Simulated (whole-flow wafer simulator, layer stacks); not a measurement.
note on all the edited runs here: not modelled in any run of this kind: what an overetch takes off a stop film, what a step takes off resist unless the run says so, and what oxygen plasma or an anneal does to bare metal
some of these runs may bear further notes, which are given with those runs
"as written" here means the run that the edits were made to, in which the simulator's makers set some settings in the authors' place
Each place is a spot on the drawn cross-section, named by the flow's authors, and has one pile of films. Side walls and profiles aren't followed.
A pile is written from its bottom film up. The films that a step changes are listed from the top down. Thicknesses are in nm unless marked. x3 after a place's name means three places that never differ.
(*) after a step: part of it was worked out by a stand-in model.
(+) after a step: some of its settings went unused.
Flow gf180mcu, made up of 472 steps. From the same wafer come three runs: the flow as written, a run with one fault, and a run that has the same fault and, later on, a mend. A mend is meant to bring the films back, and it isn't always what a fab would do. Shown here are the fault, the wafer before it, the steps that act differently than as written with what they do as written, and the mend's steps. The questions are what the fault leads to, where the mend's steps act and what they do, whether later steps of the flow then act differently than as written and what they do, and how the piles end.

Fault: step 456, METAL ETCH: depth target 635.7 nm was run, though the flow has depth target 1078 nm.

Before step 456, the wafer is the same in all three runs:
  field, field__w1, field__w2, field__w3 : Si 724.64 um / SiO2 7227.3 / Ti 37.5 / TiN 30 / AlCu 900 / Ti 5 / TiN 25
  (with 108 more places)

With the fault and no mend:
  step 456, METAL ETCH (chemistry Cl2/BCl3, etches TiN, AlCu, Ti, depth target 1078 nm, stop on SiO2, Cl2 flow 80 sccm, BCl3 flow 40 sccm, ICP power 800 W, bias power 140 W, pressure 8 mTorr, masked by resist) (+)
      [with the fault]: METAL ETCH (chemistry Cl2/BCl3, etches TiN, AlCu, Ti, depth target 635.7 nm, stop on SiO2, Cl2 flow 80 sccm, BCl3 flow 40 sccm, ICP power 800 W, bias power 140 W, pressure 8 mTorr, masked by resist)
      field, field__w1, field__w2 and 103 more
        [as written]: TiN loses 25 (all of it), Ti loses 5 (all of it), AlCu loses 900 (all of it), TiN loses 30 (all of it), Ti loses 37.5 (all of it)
        [with the fault]: TiN loses 25 (all of it), Ti loses 5 (all of it), AlCu loses 605.7
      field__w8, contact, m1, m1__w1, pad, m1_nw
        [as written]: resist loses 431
        [with the fault]: resist loses 254.3
  Steps later in the flow that act otherwise than as written:
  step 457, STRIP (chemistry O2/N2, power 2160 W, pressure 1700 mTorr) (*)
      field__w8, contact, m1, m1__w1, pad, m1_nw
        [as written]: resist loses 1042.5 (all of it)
        [with the fault]: resist loses 1219.2 (all of it)
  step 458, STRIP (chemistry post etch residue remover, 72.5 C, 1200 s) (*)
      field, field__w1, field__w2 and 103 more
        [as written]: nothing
        [with the fault]: AlCu loses 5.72
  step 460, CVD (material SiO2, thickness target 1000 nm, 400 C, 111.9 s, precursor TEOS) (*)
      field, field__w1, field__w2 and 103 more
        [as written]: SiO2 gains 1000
        [with the fault]: SiO2 gains 1000 (new film)
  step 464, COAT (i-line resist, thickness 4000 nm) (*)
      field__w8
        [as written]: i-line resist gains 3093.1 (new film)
        [with the fault]: i-line resist gains 3410.6 (new film)
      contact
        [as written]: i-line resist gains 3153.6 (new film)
        [with the fault]: i-line resist gains 3442.8 (new film)
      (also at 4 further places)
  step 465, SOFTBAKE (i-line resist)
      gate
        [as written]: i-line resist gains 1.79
        [with the fault]: i-line resist loses 0.69
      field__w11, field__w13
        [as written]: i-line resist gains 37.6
        [with the fault]: i-line resist gains 20.9
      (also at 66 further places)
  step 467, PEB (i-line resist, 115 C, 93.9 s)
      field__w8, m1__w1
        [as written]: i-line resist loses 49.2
        [with the fault]: i-line resist loses 55.7
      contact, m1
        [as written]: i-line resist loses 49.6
        [with the fault]: i-line resist loses 55.9
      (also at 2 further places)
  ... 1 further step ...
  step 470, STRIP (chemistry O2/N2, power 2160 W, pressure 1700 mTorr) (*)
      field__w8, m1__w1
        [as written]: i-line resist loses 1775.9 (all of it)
        [with the fault]: i-line resist loses 2117.3 (all of it)
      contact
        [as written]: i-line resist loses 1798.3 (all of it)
        [with the fault]: i-line resist loses 2129.5 (all of it)
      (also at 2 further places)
  The piles end different from the flow's at field, field__w1, field__w2 and 103 more by more than 2% or 0.5 nm, whichever is larger.
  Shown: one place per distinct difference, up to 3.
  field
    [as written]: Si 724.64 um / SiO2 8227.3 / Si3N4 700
    [with the fault]: Si 724.64 um / SiO2 7227.3 / Ti 37.5 / TiN 30 / AlCu 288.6 / SiO2 1000 / Si3N4 700
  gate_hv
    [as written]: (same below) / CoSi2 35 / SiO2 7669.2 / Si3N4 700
    [with the fault]: (same below) / CoSi2 35 / SiO2 6669.2 / Ti 37.5 / TiN 30 / AlCu 288.6 / SiO2 1000 / Si3N4 700
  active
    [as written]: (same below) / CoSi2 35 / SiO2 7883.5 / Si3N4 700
    [with the fault]: (same below) / CoSi2 35 / SiO2 6883.5 / Ti 37.5 / TiN 30 / AlCu 288.6 / SiO2 1000 / Si3N4 700

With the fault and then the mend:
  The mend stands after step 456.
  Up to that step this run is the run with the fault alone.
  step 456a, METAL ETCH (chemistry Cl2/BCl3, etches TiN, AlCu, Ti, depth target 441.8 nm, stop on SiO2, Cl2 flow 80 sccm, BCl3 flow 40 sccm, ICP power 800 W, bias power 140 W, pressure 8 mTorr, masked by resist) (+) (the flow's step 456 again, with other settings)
      field, field__w1, field__w2 and 103 more
        AlCu loses 294.3 (all of it), TiN loses 30 (all of it), Ti loses 37.5 (all of it)
      field__w8, contact, m1, m1__w1, pad, m1_nw
        resist loses 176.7
  None of the later steps of the flow acts differently than as written at any place that is followed.
  At every place that both follow, the piles at the end match the flow's.
